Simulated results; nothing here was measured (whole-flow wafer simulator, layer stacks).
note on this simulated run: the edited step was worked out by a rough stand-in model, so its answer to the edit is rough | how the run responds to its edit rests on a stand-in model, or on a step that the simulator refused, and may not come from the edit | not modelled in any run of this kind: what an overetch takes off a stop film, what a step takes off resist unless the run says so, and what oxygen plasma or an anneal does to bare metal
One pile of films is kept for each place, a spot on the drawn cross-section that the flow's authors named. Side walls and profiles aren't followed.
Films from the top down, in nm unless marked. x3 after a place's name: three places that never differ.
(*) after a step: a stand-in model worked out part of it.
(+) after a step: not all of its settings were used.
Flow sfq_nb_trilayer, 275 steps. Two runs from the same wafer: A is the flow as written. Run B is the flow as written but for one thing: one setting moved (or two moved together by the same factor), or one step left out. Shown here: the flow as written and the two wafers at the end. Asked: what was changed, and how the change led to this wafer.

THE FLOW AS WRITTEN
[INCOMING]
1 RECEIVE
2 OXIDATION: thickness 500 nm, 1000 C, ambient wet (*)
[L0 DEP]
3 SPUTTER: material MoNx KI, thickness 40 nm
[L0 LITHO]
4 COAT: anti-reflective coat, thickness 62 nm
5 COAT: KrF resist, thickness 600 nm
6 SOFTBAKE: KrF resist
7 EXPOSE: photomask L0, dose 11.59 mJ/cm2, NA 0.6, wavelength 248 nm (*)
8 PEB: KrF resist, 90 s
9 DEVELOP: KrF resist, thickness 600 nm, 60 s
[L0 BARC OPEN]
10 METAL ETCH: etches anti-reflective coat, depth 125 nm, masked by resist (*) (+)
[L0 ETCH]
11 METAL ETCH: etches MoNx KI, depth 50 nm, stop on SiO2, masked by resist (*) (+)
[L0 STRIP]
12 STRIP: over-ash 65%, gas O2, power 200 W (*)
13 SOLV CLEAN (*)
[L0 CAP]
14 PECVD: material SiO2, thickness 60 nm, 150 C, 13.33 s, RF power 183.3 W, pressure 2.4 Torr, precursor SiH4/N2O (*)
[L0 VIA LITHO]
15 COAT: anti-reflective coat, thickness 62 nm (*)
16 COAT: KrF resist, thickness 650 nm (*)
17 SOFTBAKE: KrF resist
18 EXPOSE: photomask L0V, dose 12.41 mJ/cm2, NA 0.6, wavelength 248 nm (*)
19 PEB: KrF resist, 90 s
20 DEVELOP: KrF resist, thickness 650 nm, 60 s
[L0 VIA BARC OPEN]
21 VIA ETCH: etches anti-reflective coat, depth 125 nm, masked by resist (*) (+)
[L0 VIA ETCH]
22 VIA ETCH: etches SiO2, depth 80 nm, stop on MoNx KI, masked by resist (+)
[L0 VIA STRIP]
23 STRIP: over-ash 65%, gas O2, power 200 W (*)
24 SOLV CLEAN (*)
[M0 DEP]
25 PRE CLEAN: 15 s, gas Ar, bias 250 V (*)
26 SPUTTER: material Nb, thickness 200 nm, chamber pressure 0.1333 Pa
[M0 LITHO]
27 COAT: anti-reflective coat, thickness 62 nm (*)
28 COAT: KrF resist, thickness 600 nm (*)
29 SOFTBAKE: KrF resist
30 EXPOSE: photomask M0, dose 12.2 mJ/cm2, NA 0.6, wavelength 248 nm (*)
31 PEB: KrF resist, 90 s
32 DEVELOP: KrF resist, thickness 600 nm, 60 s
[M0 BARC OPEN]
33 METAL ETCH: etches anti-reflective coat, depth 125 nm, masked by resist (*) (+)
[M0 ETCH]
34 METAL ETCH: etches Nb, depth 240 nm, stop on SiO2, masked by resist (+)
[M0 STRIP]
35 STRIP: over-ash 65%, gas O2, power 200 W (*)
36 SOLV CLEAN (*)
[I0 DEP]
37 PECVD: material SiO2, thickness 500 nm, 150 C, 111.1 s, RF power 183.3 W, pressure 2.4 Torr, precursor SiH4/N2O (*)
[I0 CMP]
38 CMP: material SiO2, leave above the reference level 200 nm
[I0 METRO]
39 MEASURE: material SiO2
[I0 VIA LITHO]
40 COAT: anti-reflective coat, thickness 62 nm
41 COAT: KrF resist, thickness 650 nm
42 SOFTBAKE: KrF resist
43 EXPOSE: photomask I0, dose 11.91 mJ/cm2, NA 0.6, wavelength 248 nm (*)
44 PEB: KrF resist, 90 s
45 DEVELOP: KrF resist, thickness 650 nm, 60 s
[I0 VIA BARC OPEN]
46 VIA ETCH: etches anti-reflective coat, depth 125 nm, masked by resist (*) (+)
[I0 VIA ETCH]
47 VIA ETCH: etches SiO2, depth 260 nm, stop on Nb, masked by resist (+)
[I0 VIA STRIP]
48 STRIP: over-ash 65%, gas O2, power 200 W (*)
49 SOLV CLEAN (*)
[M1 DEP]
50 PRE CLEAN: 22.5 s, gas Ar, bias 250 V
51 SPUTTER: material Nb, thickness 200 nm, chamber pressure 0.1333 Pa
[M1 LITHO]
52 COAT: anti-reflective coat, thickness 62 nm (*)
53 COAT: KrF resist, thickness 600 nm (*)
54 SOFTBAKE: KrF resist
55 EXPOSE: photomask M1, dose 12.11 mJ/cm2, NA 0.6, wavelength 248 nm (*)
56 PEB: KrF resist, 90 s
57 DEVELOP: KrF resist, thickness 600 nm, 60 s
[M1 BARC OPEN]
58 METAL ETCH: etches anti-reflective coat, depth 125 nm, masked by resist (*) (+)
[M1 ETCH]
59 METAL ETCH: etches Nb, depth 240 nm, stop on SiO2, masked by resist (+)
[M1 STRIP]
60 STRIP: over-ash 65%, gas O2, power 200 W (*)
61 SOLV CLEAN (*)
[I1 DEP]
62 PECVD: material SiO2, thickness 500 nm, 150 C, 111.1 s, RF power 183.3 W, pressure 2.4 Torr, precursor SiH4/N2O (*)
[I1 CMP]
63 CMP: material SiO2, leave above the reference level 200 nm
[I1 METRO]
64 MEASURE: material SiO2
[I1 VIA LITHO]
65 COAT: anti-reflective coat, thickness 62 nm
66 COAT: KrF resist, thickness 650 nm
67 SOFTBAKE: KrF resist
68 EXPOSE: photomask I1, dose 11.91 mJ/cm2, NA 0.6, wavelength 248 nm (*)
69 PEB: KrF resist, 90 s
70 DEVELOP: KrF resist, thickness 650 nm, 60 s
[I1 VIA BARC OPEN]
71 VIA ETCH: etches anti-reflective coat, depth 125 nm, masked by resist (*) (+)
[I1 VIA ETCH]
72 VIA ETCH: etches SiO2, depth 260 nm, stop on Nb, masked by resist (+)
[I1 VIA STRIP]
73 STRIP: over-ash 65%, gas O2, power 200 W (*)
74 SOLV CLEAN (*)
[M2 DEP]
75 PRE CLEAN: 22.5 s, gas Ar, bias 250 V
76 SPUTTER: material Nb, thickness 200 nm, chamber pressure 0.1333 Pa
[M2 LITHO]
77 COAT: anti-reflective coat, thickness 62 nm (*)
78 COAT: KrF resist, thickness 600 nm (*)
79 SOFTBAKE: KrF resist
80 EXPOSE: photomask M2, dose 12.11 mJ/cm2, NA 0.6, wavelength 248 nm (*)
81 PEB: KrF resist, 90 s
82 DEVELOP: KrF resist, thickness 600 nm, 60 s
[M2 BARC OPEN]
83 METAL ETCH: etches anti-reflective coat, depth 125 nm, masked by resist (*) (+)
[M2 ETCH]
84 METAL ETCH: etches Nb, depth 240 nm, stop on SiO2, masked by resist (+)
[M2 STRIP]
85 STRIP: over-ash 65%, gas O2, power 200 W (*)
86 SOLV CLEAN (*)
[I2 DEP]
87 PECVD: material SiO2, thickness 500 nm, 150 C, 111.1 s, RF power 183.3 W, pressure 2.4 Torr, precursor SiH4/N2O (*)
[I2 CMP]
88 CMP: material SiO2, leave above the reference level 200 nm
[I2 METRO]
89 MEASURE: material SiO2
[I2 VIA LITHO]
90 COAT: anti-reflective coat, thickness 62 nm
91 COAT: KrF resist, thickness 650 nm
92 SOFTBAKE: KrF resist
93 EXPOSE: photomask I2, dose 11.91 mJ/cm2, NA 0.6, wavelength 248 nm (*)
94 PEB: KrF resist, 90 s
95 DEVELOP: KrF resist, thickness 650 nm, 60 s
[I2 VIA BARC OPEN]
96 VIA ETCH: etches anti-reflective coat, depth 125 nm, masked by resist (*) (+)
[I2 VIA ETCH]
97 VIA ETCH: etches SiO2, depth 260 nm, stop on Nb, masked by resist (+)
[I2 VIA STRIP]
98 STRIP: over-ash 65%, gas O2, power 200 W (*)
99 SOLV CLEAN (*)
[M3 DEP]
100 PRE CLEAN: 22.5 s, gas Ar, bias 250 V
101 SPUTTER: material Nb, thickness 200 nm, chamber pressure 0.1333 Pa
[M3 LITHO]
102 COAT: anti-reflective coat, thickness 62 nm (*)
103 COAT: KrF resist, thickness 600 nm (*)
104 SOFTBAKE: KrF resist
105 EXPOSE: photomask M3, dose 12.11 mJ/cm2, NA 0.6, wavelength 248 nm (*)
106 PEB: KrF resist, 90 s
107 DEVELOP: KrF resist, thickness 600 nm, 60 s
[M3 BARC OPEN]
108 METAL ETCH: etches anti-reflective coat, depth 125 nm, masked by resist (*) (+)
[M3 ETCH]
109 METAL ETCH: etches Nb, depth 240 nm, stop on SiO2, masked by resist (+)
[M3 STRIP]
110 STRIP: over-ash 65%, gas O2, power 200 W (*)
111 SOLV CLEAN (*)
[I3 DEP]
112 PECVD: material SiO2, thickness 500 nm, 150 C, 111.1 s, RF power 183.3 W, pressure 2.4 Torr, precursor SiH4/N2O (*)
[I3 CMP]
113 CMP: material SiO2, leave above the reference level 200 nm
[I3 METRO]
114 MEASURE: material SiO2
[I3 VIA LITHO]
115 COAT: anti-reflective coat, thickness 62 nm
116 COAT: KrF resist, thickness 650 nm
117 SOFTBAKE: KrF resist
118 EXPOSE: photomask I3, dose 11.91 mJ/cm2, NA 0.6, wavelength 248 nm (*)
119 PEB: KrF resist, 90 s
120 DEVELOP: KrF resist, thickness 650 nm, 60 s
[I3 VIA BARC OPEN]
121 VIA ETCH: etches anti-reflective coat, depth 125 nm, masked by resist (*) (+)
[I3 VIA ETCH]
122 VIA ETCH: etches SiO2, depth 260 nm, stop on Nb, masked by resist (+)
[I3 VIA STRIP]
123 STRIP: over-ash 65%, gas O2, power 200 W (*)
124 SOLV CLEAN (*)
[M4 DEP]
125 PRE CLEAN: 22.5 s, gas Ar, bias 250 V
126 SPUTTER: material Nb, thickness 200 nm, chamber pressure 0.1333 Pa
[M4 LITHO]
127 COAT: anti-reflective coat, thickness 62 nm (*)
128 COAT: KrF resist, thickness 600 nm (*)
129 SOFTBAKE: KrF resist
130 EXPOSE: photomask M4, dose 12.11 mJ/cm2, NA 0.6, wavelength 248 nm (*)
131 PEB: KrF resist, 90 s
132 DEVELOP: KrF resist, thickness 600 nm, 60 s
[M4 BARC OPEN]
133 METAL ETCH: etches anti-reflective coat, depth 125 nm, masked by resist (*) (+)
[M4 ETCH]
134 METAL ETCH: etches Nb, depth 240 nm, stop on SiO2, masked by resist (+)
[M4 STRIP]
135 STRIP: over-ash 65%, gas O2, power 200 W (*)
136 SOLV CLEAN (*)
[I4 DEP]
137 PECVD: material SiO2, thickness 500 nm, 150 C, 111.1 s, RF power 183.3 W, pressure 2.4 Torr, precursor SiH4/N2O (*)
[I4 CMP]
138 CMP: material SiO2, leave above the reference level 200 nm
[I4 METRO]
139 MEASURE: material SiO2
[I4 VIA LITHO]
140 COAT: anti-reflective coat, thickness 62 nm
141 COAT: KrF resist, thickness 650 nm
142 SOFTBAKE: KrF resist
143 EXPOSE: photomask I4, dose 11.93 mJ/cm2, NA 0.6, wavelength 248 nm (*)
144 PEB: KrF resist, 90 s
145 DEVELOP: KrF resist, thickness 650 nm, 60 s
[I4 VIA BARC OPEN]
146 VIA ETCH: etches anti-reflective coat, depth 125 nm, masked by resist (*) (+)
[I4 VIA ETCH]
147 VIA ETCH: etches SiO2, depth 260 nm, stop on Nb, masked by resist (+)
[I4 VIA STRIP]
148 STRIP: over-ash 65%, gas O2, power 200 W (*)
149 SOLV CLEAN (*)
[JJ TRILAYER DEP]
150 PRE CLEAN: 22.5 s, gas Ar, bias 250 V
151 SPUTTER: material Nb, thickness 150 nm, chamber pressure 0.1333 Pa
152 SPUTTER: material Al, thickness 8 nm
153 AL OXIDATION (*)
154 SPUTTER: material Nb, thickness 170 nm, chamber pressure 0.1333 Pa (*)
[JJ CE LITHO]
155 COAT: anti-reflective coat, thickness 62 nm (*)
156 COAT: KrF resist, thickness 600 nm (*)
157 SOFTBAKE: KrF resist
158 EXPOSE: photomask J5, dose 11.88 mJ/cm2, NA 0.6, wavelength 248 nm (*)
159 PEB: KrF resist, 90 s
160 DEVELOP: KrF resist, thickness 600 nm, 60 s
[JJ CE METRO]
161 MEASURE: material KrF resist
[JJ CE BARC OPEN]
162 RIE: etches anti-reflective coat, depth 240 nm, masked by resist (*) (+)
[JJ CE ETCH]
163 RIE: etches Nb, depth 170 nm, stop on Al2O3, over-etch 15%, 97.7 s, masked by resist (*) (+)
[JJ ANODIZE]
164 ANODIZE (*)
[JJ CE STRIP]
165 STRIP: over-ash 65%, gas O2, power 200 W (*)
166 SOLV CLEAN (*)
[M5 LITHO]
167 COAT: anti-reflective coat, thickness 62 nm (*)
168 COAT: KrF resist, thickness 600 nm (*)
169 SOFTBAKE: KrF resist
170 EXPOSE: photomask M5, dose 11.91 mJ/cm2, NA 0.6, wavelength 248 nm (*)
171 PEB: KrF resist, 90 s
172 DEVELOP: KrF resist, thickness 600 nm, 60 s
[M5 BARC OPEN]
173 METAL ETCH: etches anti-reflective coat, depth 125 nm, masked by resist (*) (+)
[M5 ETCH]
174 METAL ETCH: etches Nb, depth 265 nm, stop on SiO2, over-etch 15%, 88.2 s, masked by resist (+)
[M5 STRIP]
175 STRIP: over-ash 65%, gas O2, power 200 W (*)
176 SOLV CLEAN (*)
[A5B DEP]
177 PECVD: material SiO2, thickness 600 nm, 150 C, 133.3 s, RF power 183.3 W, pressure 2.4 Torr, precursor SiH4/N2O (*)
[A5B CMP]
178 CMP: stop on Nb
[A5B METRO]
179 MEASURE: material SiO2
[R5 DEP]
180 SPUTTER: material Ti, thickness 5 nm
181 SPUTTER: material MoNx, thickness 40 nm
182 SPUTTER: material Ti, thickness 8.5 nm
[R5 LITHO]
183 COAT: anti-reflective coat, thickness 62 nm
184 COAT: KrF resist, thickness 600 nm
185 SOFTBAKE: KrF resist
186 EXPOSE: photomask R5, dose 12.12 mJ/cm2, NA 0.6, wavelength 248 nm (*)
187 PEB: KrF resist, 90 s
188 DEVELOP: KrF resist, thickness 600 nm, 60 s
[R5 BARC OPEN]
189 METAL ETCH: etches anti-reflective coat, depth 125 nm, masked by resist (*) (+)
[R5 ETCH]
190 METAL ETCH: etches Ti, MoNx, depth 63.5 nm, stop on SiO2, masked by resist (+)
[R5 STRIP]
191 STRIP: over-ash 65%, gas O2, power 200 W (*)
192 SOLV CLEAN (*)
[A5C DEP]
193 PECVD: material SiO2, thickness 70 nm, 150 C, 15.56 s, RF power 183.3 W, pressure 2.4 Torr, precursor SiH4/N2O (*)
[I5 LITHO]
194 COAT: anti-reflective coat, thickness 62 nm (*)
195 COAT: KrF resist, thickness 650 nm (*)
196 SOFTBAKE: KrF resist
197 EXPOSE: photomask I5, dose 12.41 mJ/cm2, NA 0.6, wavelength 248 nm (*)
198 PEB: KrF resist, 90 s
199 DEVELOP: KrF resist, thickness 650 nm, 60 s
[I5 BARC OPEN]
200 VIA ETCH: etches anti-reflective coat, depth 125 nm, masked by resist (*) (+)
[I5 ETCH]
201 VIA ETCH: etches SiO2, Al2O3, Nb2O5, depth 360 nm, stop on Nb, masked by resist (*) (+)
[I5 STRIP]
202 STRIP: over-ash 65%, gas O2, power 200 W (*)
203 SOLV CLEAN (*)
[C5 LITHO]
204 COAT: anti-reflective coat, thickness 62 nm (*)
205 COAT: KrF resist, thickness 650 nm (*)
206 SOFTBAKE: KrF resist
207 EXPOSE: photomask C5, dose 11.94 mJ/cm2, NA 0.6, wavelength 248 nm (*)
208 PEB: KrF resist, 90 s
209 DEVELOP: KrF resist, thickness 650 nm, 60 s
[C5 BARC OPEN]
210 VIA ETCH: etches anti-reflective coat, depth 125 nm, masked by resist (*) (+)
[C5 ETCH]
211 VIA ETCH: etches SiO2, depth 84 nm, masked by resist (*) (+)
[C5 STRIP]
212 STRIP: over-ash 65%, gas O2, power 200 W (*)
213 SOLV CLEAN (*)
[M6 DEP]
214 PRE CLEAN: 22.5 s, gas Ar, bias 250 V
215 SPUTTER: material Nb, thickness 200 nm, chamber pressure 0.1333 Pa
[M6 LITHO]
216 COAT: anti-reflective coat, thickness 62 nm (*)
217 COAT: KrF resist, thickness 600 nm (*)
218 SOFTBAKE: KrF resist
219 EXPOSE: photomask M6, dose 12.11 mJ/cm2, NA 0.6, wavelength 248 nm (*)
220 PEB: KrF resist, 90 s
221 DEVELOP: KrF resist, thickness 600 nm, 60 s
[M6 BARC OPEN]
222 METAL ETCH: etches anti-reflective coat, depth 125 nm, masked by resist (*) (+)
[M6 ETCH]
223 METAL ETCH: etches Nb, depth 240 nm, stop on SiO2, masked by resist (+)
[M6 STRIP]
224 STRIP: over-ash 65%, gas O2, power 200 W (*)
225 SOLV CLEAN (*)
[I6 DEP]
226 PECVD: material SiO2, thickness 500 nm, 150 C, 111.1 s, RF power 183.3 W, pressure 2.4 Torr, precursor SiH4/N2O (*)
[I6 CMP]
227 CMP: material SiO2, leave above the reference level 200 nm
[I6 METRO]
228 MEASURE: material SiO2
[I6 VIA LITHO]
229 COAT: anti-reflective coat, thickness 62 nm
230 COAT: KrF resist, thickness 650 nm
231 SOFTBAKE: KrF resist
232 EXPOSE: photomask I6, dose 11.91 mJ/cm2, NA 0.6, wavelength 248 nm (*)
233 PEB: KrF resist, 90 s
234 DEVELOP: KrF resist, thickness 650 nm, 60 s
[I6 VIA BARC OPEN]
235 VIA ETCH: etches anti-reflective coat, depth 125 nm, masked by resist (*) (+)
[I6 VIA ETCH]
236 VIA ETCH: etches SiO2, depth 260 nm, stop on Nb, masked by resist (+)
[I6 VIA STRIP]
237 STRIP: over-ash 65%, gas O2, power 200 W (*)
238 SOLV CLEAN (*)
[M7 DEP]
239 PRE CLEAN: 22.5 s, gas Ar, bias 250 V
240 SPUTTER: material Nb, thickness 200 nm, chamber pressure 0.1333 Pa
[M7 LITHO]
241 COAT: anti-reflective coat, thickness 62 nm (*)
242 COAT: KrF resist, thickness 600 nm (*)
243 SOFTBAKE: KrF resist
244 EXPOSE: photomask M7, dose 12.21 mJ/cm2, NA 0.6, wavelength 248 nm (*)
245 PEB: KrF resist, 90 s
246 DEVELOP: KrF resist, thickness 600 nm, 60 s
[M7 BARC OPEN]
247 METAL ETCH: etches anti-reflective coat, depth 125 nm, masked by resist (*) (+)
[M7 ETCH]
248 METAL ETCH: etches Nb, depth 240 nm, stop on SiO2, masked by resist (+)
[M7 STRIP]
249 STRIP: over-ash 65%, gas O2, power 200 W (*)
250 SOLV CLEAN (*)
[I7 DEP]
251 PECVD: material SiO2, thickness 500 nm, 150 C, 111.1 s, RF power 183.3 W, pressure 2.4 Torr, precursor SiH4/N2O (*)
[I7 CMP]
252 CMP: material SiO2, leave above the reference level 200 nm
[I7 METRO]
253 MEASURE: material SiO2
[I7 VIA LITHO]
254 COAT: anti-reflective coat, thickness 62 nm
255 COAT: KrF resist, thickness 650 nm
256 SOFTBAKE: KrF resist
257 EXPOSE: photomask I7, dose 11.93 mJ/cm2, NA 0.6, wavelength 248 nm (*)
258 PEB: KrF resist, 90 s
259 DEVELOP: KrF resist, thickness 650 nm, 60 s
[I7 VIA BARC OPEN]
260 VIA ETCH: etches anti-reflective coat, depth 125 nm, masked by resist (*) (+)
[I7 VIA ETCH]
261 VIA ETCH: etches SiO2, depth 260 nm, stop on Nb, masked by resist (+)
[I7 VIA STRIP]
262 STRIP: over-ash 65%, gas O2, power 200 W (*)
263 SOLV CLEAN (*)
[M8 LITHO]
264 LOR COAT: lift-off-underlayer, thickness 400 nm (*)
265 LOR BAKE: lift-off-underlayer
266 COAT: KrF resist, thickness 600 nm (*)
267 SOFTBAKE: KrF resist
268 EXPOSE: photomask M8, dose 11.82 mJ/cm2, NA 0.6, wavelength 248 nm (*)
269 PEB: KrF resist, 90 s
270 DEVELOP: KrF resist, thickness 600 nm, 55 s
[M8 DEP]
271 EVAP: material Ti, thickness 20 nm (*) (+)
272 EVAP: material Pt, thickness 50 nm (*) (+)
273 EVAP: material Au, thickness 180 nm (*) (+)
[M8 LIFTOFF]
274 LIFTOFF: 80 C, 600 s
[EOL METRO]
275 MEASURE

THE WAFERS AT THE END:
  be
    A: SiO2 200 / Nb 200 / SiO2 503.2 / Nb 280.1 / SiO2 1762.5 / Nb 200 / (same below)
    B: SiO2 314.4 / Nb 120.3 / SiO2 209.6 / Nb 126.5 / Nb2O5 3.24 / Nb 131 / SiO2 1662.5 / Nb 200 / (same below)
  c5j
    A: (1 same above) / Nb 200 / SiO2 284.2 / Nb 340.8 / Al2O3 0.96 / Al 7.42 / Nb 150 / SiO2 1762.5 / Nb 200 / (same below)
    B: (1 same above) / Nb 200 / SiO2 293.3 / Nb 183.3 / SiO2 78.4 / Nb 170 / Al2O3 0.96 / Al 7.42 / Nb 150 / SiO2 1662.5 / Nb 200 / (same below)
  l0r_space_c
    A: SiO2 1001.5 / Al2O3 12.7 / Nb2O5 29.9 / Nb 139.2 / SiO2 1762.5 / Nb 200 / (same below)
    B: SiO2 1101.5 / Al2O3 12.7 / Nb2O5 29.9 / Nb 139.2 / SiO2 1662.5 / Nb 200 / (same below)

The cause: step 137, PECVD: thickness 300 nm was run, where the flow has thickness 500 nm; step 137, PECVD: 66.67 s was run, where the flow has 111.1 s.

How the change led to this, step by step:
  137 PECVD: material SiO2, thickness 500 nm, 150 C, 111.1 s, RF power 183.3 W, pressure 2.4 Torr, precursor SiH4/N2O (*)
      field_l, be, be_sur and 55 more: A SiO2 +500 | B SiO2 +300
      v_sur, via_wl, via_w and 35 more: A SiO2 +500 (new film) | B SiO2 +300 (new film)
      (and at 10 more places)
  138 CMP: material SiO2, leave above the reference level 200 nm
      field_l, be, be_sur and 55 more: A SiO2 -100 | B nothing
      p3_s0, p3_s1, p3_s2, p3_s3, p3_s4, p3_s5: A SiO2 -157.1 | B nothing
      (and at 42 more places)
  140 COAT: anti-reflective coat, thickness 62 nm
      sp_r, be_r, r_sur and 6 more: A anti-reflective coat +62 (new film) | B anti-reflective coat +63.5 (new film)
      m0r_space_l, m0r_space_r, m6r_space_l, m6r_space_r, m7r_space_l, m7r_space_r: A anti-reflective coat +62 (new film) | B anti-reflective coat +75.6 (new film)
      (and at 79 more places)
  141 COAT: KrF resist, thickness 650 nm
      m0r_line_l, m0r_line_r, r5r_line_r, m6r_line_l, m6r_line_r, m7r_line_l, m7r_line_r: A KrF resist +650 (new film) | B KrF resist +669.6 (new film)
      m5r_linepad_l, m5r_linepad_r: A KrF resist +650 (new film) | B KrF resist +627.6 (new film)
      (and at 52 more places)
  145 DEVELOP: KrF resist, thickness 650 nm, 60 s
      via_wl: A KrF resist -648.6 (all of it) | B KrF resist -608.6 (all of it)
      via_w: A KrF resist -648.6 (all of it) | B KrF resist -613.5 (all of it)
      (and at 1 more place)
  146 VIA ETCH: etches anti-reflective coat, depth 125 nm, masked by resist (*) (+)
      field_l, v_sur, via_sp and 100 more: A KrF resist -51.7 | B KrF resist -45.2
      via_wl, via_wr: A anti-reflective coat -62 (all of it), SiO2 -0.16 | B anti-reflective coat -54.3 (all of it), SiO2 -0.14
      (and at 1 more place)
  148 STRIP: over-ash 65%, gas O2, power 200 W (*)
      m0r_line_l, m0r_line_r, m6r_line_l, m6r_line_r, m7r_line_l, m7r_line_r: A KrF resist -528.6 (all of it), anti-reflective coat -62 (all of it) | B KrF resist -554.6 (all of it), anti-reflective coat -63.5 (all of it)
      m0r_space_l, m0r_space_r, m6r_space_l, m6r_space_r, m7r_space_l, m7r_space_r: A KrF resist -528.6 (all of it), anti-reflective coat -62 (all of it) | B KrF resist -546.9 (all of it), anti-reflective coat -75.6 (all of it)
      (and at 83 more places)
  151 SPUTTER: material Nb, thickness 150 nm, chamber pressure 0.1333 Pa
      lsp_r, l0_sur, l0v: A Nb +150 (new film) | B Nb +146.7 (new film)
      be, lsp_l: A Nb +150 (new film) | B Nb +142.5 (new film)
      (and at 1 more place)
  152 SPUTTER: material Al, thickness 8 nm
      via_v: A Al +8 (new film) | B Al +6.46 (new film)
  154 SPUTTER: material Nb, thickness 170 nm, chamber pressure 0.1333 Pa (*)
      lsp_r, l0_sur, l0v: A Nb +170 (new film) | B Nb +166.3 (new film)
      be, lsp_l: A Nb +170 (new film) | B Nb +160.7 (new film)
      (and at 1 more place)
  155 COAT: anti-reflective coat, thickness 62 nm (*)
      l0r_space_c, l0r_line_r, m0r_line_r, m6r_line_r, m7r_line_r: A anti-reflective coat +62 (new film) | B anti-reflective coat +63.6 (new film)
      p3_l1, p3_l2, p3_l3, p3_l4: A anti-reflective coat +62 (new film) | B anti-reflective coat +46.8 (new film)
      (and at 87 more places)
  156 COAT: KrF resist, thickness 600 nm (*)
      m0r_line_l, m6r_line_l, m7r_line_l: A KrF resist +600 (new film) | B KrF resist +617.8 (new film)
      m0r_space_r, m6r_space_r, m7r_space_r: A KrF resist +600 (new film) | B KrF resist +612.4 (new film)
      (and at 58 more places)
  160 DEVELOP: KrF resist, thickness 600 nm, 60 s
      m0r_line_l, m6r_line_l, m7r_line_l: A KrF resist -598.7 (all of it) | B KrF resist -616.5 (all of it)
      m0r_space_r, m6r_space_r, m7r_space_r: A KrF resist -598.7 (all of it) | B KrF resist -611.1 (all of it)
      (and at 57 more places)
  162 RIE: etches anti-reflective coat, depth 240 nm, masked by resist (*) (+)
      l0r_space_c, l0r_line_r, m0r_line_r, m6r_line_r, m7r_line_r: A anti-reflective coat -62 (all of it) | B anti-reflective coat -63.6 (all of it)
      p3_l1, p3_l2, p3_l3, p3_l4: A anti-reflective coat -62 (all of it) | B anti-reflective coat -46.8 (all of it)
      (and at 83 more places)
  163 RIE: etches Nb, depth 170 nm, stop on Al2O3, over-etch 15%, 97.7 s, masked by resist (*) (+)
      be, lsp_l: A Nb -170 (all of it), Al2O3 -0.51 | B Nb -160.7 (all of it), Al2O3 -0.96 (all of it)
      via_v: A Nb -170 (all of it), Al2O3 -0.51 | B Nb -135.5 (all of it), Al2O3 -0.96 (all of it)
      (and at 3 more places)
  164 ANODIZE (*)
      be, lsp_l: A Al2O3 +12.2, Nb2O5 +29.9 (new film), Al -7.42 (all of it), Nb -10.8 | B Al2O3 +11.6 (new film), Nb2O5 +32 (new film), Al -7.01 (all of it), Nb -11.5
      via_v: A Al2O3 +12.2, Nb2O5 +29.9 (new film), Al -7.42 (all of it), Nb -10.8 | B Al2O3 +9.7 (new film), Nb2O5 +35.3 (new film), Al -5.88 (all of it), Nb -12.7
      (and at 3 more places)
  ... 46 more steps ...
  274 LIFTOFF: 80 C, 600 s
      be: A Au -180 (all of it), Pt -50 (all of it), Ti -20 (all of it), KrF resist -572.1 (all of it), lift-off-underlayer -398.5 (all of it) | B Au -180 (all of it), Pt -50 (all of it), Ti -20 (all of it), KrF resist -613.3 (all of it), lift-off-underlayer -714.3 (all of it)
      be_sur: A Au -180 (all of it), Pt -50 (all of it), Ti -20 (all of it), KrF resist -572.6 (all of it), lift-off-underlayer -398.9 (all of it) | B Au -180 (all of it), Pt -50 (all of it), Ti -20 (all of it), KrF resist -587.1 (all of it), lift-off-underlayer -366.6 (all of it)
      (and at 1 more place)
Counting metal films that touch as one body, be has 4 bodies (between them, from the top down: SiO2 209.6; Nb2O5 3.24; SiO2 1662.5); the flow as written gives 3 bodies (between them, from the top down: SiO2 503.2; SiO2 1762.5).
Counting metal films that touch as one body, c5j has 5 bodies (between them, from the top down: SiO2 293.3; SiO2 78.4; Al2O3 0.96; SiO2 1662.5); the flow as written gives 4 bodies (between them, from the top down: SiO2 284.2; Al2O3 0.96; SiO2 1762.5).
